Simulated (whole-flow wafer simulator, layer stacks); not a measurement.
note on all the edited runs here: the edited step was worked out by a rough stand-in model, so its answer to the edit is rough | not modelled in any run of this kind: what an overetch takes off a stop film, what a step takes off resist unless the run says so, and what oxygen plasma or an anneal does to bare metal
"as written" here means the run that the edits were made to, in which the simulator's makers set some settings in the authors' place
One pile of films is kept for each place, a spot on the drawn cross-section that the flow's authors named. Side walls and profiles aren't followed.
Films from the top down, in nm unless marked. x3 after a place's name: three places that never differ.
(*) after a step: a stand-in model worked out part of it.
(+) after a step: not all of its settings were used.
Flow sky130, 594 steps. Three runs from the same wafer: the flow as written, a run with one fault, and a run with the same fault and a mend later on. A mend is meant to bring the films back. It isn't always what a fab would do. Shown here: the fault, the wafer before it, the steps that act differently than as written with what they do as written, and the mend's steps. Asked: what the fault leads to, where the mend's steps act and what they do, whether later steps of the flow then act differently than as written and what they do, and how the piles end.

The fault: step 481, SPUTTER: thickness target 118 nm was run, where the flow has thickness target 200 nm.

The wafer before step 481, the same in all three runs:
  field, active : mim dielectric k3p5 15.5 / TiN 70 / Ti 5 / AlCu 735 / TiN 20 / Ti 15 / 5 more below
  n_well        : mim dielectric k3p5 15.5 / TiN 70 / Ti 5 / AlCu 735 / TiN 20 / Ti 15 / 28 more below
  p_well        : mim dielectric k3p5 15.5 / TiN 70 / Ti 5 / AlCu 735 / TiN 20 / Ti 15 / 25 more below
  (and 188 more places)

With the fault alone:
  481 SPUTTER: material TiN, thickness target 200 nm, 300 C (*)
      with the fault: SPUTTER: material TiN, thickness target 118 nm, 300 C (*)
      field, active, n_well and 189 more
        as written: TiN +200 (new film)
        with the fault: TiN +118 (new film)
  Later steps of the flow that act differently than as written (4 more steps differ only slightly, by at most 2% or 0.5 nm, whichever is larger, and aren't shown):
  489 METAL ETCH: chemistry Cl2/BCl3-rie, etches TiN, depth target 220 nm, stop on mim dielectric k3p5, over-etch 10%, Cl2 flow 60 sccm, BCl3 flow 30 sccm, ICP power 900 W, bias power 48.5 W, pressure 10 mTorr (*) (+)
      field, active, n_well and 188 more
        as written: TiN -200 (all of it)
        with the fault: TiN -118 (all of it)
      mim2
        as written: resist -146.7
        with the fault: resist -86.5
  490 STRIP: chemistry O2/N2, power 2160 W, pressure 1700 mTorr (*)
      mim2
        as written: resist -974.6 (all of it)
        with the fault: resist -1034.7 (all of it)
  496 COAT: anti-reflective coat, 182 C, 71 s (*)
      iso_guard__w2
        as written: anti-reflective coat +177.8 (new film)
        with the fault: anti-reflective coat +125.2 (new film)
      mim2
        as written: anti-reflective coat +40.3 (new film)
        with the fault: anti-reflective coat +29.8 (new film)
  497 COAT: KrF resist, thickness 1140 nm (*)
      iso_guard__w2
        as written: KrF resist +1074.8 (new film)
        with the fault: KrF resist +1110.3 (new film)
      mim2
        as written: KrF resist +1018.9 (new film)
        with the fault: KrF resist +1090.4 (new film)
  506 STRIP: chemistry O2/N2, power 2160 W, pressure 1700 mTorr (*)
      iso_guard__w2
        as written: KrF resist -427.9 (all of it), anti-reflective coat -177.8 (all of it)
        with the fault: KrF resist -463.3 (all of it), anti-reflective coat -125.2 (all of it)
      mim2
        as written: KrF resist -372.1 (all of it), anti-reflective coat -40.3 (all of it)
        with the fault: KrF resist -443.5 (all of it), anti-reflective coat -29.8 (all of it)
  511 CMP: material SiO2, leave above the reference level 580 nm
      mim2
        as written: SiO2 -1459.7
        with the fault: SiO2 -1377.7
  At the end the piles differ from the flow's by more than 2% or 0.5 nm, whichever is larger, at mim2.
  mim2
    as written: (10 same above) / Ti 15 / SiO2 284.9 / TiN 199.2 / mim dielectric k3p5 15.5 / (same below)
    with the fault: (10 same above) / Ti 15 / SiO2 366.9 / TiN 117.2 / mim dielectric k3p5 15.5 / (same below)

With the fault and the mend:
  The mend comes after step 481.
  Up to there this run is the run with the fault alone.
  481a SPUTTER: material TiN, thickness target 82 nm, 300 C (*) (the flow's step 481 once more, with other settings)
      field, active, n_well and 189 more
        TiN +82
  No later step of the flow acts differently than as written at any place that is followed.
  At the end the piles are the same as the flow's at every place that both follow.
